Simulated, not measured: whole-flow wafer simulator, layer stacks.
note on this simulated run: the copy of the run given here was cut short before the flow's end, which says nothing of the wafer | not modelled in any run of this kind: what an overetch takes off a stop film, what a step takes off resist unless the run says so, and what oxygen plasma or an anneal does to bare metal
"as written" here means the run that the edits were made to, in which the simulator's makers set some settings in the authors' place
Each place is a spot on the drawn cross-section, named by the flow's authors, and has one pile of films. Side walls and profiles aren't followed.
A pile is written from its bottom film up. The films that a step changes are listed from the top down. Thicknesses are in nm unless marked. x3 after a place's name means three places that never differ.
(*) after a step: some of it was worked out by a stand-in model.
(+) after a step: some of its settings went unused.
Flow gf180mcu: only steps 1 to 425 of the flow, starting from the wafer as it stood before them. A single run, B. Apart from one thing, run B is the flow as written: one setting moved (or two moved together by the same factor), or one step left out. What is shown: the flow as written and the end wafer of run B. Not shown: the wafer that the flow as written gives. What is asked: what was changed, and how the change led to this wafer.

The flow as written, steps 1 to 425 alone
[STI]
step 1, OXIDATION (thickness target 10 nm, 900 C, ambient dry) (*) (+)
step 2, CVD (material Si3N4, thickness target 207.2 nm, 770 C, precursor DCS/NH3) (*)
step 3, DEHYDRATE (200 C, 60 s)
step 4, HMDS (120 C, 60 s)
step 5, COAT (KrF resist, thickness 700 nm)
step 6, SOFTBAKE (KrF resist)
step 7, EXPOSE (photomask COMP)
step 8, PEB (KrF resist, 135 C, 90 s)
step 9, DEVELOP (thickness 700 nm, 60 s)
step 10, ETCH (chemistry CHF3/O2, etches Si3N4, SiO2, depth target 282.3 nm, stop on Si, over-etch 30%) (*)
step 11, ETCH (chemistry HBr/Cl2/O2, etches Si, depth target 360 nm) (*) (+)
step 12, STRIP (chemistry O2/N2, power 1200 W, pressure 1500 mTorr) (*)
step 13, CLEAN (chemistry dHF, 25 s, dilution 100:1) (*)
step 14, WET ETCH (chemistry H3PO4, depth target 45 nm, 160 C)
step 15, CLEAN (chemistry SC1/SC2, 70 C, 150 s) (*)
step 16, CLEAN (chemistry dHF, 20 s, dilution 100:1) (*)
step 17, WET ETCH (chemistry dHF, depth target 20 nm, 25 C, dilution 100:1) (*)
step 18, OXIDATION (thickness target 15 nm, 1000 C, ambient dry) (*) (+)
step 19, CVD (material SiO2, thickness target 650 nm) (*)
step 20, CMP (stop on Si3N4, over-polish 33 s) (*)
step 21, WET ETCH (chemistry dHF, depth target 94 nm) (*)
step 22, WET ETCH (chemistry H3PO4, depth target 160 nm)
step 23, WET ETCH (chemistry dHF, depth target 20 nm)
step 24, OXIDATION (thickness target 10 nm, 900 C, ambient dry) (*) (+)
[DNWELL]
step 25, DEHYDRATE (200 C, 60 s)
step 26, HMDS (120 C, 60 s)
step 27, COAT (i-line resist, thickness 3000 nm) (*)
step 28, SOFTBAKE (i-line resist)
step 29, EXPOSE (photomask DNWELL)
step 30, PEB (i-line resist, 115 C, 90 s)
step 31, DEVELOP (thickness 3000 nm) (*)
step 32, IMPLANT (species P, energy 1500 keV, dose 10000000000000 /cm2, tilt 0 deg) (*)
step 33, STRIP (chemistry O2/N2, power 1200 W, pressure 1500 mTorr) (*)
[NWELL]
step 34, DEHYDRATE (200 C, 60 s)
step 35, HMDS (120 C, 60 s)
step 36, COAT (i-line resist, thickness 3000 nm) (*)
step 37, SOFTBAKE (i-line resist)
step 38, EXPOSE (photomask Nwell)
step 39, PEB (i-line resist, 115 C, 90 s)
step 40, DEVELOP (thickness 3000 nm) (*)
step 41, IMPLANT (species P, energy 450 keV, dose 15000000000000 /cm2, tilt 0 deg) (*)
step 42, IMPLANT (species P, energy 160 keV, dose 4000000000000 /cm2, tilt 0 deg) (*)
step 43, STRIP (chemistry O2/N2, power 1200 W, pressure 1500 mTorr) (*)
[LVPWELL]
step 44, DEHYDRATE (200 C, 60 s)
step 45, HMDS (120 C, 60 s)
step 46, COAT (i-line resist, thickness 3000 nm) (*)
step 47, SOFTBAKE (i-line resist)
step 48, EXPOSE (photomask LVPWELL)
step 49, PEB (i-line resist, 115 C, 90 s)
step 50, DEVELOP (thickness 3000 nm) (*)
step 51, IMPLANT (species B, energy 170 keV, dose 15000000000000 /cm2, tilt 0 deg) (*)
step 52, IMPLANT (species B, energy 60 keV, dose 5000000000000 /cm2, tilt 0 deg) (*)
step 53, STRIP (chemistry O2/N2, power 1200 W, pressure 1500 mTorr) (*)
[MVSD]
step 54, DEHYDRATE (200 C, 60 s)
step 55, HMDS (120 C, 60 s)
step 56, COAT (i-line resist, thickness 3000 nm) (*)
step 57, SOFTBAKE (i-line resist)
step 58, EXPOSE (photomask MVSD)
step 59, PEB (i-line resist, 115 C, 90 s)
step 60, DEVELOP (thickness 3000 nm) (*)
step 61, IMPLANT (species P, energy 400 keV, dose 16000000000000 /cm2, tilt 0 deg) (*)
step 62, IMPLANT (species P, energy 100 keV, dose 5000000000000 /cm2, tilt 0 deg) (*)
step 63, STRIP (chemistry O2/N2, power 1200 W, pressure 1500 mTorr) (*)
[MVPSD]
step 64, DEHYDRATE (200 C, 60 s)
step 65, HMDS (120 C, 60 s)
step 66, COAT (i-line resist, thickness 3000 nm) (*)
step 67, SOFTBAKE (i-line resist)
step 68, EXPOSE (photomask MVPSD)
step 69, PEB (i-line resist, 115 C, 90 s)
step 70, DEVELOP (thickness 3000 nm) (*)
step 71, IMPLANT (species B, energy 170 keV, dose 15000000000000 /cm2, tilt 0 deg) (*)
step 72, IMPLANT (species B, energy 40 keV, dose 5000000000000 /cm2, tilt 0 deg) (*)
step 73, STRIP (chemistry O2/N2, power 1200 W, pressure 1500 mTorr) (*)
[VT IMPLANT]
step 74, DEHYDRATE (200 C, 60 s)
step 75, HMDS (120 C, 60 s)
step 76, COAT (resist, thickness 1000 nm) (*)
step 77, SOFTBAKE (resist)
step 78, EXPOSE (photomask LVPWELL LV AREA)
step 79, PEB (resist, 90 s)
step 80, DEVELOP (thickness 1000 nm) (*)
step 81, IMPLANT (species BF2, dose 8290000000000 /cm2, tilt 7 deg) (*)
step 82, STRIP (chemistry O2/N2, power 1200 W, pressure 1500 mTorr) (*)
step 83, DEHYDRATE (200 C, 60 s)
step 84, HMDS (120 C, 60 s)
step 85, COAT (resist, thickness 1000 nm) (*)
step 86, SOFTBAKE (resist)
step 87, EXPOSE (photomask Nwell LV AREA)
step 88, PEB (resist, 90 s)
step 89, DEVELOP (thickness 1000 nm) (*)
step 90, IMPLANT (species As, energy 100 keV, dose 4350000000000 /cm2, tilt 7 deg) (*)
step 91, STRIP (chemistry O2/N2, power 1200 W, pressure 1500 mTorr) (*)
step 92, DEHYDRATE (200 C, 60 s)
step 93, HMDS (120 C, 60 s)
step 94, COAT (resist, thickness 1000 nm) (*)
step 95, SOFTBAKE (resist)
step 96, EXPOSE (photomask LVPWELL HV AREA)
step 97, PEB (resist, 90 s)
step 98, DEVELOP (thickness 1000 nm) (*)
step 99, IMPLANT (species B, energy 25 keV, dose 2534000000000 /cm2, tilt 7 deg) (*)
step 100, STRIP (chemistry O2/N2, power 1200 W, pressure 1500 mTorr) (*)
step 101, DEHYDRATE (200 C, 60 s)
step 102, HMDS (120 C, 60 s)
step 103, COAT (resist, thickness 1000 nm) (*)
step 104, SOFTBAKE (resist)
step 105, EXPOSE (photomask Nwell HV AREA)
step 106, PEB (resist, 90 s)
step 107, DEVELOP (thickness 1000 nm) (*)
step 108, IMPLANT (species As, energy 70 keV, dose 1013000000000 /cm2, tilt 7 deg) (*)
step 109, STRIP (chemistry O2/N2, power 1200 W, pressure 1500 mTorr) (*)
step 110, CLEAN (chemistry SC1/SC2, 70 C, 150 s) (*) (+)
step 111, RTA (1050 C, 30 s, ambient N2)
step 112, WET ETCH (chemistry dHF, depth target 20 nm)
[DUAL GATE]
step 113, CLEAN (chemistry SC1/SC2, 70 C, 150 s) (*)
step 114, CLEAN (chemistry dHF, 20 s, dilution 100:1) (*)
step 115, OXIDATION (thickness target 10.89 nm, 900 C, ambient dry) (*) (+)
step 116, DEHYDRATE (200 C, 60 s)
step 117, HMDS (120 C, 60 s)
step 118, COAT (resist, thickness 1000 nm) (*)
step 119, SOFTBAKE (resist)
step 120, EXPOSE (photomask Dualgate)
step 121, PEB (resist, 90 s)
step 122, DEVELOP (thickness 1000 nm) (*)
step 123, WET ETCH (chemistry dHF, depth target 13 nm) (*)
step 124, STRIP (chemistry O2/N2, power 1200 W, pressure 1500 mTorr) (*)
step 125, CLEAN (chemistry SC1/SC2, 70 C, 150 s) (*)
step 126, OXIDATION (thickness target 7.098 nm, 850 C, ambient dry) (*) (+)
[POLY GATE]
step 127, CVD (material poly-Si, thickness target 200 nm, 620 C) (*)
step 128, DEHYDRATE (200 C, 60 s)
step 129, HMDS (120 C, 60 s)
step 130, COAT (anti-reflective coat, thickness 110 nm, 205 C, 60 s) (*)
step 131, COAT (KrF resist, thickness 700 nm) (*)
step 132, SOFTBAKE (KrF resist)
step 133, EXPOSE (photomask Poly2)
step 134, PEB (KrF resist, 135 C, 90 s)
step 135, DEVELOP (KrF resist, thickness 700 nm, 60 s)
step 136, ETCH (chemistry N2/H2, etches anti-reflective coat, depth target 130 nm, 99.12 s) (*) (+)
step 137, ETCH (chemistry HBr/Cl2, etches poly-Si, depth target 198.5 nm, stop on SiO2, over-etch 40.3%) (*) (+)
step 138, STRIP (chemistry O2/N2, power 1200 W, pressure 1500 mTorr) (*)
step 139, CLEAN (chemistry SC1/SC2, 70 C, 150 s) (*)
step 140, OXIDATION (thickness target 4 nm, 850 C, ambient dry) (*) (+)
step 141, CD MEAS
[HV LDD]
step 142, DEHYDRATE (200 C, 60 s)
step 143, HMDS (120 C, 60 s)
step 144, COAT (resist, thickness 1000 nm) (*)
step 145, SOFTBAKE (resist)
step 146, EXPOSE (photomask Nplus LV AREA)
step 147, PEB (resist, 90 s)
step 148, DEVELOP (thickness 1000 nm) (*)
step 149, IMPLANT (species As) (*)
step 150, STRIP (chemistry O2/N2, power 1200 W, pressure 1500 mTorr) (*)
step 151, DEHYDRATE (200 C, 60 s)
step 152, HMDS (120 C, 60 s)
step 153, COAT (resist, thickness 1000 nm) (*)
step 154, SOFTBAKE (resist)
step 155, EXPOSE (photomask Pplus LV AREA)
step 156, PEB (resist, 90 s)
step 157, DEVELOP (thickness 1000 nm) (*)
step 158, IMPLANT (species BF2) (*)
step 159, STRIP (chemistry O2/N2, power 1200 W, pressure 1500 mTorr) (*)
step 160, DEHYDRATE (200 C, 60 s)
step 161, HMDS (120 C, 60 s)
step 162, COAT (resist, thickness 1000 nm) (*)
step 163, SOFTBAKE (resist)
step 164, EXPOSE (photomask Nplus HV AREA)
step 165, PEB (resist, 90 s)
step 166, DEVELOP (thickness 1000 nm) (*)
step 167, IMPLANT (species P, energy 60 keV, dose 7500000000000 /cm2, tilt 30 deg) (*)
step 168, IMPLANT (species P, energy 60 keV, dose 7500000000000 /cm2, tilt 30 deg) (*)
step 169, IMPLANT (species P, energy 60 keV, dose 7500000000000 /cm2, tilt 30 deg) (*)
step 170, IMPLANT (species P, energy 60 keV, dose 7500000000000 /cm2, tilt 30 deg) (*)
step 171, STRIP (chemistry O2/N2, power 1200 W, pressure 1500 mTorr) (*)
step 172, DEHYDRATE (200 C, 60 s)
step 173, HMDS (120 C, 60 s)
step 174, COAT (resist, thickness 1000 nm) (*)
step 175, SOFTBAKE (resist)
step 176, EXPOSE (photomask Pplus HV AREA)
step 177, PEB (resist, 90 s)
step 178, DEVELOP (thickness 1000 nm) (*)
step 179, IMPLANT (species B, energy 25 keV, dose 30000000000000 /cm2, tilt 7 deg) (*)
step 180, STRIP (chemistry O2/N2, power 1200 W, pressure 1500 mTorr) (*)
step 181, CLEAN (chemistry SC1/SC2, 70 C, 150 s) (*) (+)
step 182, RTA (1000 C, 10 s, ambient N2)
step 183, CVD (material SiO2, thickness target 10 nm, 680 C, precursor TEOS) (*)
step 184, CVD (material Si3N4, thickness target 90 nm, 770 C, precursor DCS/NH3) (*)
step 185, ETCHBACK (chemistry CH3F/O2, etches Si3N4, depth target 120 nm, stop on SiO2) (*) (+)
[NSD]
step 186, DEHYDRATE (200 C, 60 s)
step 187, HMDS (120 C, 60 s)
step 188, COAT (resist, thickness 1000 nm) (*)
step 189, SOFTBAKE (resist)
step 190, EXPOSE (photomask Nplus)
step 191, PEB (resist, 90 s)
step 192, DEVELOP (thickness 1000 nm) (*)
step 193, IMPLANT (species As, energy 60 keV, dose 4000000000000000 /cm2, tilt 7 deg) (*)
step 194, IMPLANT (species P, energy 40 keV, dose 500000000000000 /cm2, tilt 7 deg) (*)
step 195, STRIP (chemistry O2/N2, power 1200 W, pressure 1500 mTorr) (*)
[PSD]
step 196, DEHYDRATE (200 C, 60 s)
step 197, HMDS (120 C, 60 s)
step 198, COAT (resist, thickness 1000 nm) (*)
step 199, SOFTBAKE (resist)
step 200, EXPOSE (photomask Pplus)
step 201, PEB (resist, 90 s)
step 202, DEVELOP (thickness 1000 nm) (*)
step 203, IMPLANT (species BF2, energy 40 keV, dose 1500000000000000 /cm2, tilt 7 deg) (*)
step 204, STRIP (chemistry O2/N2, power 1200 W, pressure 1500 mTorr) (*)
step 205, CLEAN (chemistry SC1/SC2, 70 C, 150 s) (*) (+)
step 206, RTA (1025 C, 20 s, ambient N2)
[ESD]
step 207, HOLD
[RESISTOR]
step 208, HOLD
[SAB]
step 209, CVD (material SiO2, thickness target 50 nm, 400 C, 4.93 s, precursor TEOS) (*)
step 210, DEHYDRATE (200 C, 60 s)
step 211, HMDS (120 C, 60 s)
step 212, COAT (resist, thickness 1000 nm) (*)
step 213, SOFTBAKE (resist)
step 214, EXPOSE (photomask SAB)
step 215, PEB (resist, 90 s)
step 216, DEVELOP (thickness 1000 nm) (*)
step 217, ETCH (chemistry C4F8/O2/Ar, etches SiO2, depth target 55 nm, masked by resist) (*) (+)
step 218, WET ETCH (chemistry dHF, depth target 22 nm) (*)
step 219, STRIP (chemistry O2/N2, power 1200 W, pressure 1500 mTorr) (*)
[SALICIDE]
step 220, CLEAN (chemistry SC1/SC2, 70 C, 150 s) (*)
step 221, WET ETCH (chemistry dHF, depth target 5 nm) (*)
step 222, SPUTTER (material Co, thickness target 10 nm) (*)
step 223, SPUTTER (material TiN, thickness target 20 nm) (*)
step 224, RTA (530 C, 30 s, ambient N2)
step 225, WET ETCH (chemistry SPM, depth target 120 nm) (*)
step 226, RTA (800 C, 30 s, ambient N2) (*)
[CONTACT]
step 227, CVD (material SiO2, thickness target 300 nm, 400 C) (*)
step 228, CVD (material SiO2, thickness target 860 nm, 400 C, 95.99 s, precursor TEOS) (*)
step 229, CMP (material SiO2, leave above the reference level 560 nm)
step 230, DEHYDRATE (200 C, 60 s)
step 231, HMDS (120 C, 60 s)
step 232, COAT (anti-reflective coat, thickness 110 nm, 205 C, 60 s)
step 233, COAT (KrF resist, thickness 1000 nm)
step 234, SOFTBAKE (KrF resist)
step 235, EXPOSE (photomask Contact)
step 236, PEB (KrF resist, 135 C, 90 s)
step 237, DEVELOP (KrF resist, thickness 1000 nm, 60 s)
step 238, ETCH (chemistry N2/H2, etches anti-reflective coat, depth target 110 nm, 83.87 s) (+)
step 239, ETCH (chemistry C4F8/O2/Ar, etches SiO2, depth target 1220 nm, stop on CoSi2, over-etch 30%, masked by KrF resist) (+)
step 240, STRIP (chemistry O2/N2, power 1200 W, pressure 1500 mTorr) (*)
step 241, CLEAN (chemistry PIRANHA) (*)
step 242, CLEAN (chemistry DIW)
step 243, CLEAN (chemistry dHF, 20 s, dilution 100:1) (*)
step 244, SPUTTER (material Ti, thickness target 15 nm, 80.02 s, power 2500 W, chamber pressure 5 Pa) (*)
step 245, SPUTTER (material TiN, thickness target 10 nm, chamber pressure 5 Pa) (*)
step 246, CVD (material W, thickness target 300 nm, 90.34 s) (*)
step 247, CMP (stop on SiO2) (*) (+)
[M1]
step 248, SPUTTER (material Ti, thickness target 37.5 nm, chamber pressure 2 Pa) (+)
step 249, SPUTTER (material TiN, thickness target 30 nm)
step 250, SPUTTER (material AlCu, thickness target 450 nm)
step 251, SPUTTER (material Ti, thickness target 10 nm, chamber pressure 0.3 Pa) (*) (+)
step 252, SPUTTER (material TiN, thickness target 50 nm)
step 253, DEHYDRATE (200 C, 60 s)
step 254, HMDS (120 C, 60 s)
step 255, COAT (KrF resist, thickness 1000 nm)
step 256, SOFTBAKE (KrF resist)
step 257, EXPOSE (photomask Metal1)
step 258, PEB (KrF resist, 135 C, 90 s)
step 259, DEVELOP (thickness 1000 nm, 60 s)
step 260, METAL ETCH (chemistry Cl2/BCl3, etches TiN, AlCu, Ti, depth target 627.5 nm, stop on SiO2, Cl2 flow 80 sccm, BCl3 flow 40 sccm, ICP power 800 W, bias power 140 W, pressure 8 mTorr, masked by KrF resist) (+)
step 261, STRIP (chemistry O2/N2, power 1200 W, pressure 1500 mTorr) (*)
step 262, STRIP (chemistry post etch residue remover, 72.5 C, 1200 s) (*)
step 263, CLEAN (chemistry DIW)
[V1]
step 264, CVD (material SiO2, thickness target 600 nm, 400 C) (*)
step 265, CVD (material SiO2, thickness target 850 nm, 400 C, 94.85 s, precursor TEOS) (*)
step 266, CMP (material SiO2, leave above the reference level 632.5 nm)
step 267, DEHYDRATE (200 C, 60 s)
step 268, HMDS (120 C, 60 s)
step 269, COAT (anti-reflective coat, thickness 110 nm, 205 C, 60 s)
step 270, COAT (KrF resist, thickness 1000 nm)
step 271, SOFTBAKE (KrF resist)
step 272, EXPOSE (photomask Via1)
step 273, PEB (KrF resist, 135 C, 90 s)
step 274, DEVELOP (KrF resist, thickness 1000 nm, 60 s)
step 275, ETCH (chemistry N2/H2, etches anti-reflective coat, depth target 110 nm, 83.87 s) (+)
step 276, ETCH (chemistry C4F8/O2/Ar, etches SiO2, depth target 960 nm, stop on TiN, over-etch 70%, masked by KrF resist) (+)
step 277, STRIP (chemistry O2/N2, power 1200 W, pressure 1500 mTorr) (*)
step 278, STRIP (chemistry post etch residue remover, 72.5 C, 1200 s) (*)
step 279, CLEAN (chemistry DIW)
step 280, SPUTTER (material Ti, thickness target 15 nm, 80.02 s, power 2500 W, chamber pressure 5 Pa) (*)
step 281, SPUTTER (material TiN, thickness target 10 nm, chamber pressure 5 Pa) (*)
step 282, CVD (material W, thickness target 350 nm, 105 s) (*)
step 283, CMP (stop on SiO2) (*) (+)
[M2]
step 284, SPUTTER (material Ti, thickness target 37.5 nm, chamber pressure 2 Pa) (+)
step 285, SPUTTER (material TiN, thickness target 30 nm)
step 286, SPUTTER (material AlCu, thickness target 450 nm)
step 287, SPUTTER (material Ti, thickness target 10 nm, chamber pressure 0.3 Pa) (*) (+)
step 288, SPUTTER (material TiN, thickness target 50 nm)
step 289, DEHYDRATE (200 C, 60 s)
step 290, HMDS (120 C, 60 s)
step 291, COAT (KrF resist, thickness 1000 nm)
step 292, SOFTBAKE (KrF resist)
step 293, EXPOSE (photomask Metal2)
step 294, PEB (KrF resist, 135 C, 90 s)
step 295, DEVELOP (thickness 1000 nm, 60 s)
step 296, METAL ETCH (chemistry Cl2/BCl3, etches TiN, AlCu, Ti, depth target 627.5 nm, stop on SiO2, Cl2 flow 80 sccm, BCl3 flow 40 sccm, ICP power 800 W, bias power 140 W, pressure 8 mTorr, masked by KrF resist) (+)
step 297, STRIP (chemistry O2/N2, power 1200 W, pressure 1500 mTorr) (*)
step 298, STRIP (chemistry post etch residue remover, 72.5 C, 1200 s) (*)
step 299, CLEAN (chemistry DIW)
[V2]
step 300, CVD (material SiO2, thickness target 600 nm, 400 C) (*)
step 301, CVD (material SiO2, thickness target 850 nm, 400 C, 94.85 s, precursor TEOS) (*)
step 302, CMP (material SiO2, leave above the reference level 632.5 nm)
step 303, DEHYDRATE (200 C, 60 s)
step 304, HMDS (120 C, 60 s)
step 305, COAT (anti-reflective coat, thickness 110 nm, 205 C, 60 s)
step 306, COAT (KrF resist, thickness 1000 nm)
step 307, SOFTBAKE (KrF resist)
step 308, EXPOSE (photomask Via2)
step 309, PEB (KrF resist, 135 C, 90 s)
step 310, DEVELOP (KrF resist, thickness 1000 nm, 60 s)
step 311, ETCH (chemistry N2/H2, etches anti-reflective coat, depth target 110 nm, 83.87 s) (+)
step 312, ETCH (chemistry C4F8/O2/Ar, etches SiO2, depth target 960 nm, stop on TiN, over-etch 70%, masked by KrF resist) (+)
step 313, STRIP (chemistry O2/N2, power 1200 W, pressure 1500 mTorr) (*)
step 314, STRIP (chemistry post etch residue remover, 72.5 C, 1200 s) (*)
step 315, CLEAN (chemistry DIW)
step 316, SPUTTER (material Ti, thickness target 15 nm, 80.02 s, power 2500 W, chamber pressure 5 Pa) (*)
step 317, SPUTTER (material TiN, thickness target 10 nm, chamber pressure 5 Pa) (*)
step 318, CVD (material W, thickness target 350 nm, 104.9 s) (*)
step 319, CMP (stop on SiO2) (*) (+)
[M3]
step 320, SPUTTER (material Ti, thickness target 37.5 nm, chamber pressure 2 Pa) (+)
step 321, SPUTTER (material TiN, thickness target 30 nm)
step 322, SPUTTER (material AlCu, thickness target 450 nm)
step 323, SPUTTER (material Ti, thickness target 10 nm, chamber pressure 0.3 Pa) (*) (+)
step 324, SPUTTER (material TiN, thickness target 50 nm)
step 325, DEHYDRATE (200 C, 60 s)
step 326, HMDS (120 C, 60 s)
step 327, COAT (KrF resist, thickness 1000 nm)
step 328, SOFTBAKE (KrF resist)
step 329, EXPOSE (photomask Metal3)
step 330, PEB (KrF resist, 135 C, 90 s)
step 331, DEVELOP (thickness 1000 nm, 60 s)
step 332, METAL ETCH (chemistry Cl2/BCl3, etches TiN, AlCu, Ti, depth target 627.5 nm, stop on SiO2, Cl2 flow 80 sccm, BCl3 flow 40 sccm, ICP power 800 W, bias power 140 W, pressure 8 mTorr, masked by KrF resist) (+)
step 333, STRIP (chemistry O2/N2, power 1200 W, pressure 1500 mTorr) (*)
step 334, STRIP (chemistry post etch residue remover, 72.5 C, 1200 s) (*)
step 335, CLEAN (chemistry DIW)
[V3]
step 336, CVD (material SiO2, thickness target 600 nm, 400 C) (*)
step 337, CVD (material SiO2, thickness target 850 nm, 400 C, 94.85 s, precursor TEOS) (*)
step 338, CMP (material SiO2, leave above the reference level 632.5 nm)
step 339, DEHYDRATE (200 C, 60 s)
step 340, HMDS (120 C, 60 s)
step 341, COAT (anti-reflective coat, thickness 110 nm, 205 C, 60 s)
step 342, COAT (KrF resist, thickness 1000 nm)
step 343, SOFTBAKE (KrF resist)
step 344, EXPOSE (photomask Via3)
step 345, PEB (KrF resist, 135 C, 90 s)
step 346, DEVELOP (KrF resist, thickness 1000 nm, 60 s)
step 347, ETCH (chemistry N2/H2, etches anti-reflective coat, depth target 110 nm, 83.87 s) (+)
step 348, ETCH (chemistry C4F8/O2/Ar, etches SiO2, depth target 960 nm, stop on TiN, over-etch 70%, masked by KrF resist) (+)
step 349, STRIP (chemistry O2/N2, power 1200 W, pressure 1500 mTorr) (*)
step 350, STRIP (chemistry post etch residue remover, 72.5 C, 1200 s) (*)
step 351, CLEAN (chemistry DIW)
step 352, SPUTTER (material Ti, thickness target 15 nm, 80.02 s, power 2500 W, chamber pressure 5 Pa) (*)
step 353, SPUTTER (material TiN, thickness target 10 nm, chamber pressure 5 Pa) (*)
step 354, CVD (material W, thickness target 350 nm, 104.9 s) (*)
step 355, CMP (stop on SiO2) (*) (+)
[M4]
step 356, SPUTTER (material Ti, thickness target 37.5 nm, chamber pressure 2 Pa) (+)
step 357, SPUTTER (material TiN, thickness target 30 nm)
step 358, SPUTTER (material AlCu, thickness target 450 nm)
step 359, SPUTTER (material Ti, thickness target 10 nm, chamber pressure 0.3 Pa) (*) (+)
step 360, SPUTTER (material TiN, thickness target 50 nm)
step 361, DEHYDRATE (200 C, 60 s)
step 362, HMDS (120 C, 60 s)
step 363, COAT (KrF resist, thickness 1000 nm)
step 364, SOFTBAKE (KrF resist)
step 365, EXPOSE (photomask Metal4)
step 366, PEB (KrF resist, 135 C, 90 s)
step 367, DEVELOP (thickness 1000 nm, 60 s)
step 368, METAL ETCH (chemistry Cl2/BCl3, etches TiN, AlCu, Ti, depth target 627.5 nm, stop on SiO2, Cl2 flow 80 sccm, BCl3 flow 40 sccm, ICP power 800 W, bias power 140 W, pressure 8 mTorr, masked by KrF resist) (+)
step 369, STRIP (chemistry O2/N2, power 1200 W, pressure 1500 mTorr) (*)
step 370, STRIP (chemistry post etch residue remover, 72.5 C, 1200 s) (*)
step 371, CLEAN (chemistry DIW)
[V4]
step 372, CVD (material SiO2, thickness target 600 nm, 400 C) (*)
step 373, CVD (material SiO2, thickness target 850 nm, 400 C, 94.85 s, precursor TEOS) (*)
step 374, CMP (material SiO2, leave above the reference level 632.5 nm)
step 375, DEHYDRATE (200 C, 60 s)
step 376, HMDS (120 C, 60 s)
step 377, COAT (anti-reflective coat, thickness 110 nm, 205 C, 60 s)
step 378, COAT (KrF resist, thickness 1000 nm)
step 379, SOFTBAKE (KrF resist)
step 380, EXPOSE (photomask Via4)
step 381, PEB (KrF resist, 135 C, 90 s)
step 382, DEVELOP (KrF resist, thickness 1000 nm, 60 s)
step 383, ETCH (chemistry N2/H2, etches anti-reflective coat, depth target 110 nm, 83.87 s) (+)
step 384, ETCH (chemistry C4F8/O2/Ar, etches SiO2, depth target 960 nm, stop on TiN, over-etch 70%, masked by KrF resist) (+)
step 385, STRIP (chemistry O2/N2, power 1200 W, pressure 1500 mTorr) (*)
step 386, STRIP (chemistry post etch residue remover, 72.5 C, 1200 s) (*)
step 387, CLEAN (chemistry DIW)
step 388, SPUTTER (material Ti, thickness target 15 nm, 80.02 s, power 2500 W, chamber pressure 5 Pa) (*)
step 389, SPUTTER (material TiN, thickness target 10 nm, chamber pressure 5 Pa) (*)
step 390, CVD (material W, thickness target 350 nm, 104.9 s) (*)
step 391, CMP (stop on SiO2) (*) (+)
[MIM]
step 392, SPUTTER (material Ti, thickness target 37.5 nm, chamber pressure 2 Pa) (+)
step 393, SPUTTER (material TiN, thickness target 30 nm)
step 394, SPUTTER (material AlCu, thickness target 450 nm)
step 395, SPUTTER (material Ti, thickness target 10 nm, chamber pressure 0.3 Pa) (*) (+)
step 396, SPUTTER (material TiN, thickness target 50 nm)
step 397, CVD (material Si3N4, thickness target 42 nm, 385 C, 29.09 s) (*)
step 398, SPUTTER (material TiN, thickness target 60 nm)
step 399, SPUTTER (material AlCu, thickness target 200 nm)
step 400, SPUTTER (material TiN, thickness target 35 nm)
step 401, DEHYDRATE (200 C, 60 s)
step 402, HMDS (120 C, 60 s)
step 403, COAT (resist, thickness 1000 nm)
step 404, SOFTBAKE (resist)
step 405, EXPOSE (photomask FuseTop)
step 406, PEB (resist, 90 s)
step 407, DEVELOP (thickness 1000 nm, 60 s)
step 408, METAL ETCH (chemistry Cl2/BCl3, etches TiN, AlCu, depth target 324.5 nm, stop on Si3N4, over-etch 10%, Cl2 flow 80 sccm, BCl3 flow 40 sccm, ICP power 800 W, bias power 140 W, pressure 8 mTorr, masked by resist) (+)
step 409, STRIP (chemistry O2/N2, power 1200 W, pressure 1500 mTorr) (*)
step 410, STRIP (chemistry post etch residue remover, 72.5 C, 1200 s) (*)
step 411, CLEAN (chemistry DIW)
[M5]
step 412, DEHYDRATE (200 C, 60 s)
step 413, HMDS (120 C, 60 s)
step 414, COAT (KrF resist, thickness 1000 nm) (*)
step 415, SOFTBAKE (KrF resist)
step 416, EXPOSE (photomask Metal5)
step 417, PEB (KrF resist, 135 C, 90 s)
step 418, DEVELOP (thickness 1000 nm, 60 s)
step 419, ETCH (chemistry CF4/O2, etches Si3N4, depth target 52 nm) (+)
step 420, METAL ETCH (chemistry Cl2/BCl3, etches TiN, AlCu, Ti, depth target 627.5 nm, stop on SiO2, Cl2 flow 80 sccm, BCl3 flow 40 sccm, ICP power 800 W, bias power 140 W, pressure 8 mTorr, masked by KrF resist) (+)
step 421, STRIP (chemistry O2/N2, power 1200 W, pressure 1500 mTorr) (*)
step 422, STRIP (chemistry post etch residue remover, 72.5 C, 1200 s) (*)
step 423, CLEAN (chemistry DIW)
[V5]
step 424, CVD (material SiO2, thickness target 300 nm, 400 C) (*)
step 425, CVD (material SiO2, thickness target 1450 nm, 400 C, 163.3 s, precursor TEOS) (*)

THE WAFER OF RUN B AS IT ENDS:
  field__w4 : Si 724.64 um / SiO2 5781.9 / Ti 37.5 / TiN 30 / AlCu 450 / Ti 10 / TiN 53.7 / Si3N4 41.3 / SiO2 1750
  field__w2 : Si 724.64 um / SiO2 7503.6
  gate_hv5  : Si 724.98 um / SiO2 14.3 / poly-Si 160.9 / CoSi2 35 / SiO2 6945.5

What caused this: step 396, SPUTTER: thickness target 53.7 nm was run, though the flow has thickness target 50 nm.
The wafer lets one read it off: field__w4 has TiN 53.7, and step 396 as written asks for 50 nm.

Step by step, how the change led to this:
  step 396, SPUTTER (material TiN, thickness target 50 nm)
      field, field__w1, field__w2 and 108 more: TiN gains 53.7 (new film) (in the flow as written it would be: TiN gains 50 (new film))
  step 420, METAL ETCH (chemistry Cl2/BCl3, etches TiN, AlCu, Ti, depth target 627.5 nm, stop on SiO2, Cl2 flow 80 sccm, BCl3 flow 40 sccm, ICP power 800 W, bias power 140 W, pressure 8 mTorr, masked by KrF resist) (+)
      field, field__w1, field__w2 and 101 more: TiN loses 52.3 (all of it), Ti loses 10 (all of it), AlCu loses 450 (all of it), TiN loses 30 (all of it), Ti loses 37.5 (all of it) (in the flow as written it would be: TiN loses 48.6 (all of it), Ti loses 10 (all of it), AlCu loses 450 (all of it), TiN loses 30 (all of it), Ti loses 37.5 (all of it))
